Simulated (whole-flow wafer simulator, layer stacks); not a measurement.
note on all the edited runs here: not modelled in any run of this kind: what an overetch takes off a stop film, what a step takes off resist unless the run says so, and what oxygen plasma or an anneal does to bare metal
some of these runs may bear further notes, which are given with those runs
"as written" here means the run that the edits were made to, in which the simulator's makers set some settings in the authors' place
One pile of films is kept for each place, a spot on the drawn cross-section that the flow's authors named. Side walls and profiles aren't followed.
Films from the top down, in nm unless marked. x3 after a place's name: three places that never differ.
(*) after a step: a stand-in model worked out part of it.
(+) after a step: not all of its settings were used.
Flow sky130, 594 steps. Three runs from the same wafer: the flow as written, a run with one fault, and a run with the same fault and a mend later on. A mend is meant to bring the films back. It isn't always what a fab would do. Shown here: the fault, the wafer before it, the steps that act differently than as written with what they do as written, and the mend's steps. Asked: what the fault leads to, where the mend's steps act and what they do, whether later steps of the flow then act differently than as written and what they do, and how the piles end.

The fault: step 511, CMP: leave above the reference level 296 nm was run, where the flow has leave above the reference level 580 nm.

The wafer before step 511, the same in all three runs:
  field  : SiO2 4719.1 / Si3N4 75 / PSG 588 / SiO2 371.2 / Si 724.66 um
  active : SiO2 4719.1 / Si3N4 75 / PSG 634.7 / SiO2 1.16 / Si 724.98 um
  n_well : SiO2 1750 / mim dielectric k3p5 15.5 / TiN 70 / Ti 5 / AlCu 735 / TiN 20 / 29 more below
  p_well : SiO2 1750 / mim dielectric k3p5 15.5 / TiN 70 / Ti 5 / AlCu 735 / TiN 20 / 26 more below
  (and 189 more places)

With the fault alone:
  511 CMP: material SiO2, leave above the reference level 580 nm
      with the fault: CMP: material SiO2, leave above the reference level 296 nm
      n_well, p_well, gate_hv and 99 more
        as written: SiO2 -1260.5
        with the fault: SiO2 -1544.5
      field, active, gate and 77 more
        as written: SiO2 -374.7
        with the fault: SiO2 -658.7
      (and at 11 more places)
  Later steps of the flow that act differently than as written:
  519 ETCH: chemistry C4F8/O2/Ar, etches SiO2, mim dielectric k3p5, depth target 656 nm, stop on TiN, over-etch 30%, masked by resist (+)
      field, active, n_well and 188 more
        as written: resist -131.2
        with the fault: resist -57.6
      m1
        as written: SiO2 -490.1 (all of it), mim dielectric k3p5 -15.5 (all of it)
        with the fault: SiO2 -206.1 (all of it), mim dielectric k3p5 -15.5 (all of it)
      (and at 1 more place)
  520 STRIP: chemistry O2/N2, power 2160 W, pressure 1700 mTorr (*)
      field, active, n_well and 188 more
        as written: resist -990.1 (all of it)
        with the fault: resist -1063.7 (all of it)
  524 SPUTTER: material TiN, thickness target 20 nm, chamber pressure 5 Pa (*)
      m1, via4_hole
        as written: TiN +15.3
        with the fault: TiN +17.5
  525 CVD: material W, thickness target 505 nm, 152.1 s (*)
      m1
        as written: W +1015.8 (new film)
        with the fault: W +532.8 (new film)
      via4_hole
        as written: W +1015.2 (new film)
        with the fault: W +533.9 (new film)
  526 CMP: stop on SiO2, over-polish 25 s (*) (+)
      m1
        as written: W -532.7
        with the fault: W -335.9
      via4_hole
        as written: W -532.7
        with the fault: W -337.7
  At the end the piles differ from the flow's by more than 2% or 0.5 nm, whichever is larger, at field, active, n_well and 190 more.
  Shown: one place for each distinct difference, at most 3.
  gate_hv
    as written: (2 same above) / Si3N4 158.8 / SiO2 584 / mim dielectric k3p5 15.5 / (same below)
    with the fault: (2 same above) / Si3N4 158.8 / SiO2 300 / mim dielectric k3p5 15.5 / (same below)
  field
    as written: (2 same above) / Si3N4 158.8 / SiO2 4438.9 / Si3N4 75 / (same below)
    with the fault: (2 same above) / Si3N4 158.8 / SiO2 4154.9 / Si3N4 75 / (same below)
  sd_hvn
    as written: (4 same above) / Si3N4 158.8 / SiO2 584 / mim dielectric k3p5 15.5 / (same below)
    with the fault: (4 same above) / Si3N4 158.8 / SiO2 300 / mim dielectric k3p5 15.5 / (same below)

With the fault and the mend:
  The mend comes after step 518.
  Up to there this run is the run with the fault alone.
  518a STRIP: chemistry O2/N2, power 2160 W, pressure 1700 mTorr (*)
      field, active, n_well and 188 more
        resist -1121.3 (all of it)
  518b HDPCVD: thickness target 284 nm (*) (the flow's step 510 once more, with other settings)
      field, active, n_well and 190 more
        SiO2 +284
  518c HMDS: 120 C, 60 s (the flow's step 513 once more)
      changes no film at any place that is followed
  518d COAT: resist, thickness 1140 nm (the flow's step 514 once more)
      field, active, n_well and 190 more
        resist +1140 (new film)
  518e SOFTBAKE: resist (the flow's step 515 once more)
      changes no film at any place that is followed
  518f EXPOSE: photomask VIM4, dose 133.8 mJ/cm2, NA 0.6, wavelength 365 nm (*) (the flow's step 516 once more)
      changes no film at any place that is followed
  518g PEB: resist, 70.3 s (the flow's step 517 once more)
      field, active, n_well and 190 more
        resist -18.7
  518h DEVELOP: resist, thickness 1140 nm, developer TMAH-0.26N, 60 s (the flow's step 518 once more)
      m1, via4_hole
        resist -1121.3 (all of it)
  No later step of the flow acts differently than as written at any place that is followed.
  At the end the piles are the same as the flow's at every place that both follow.
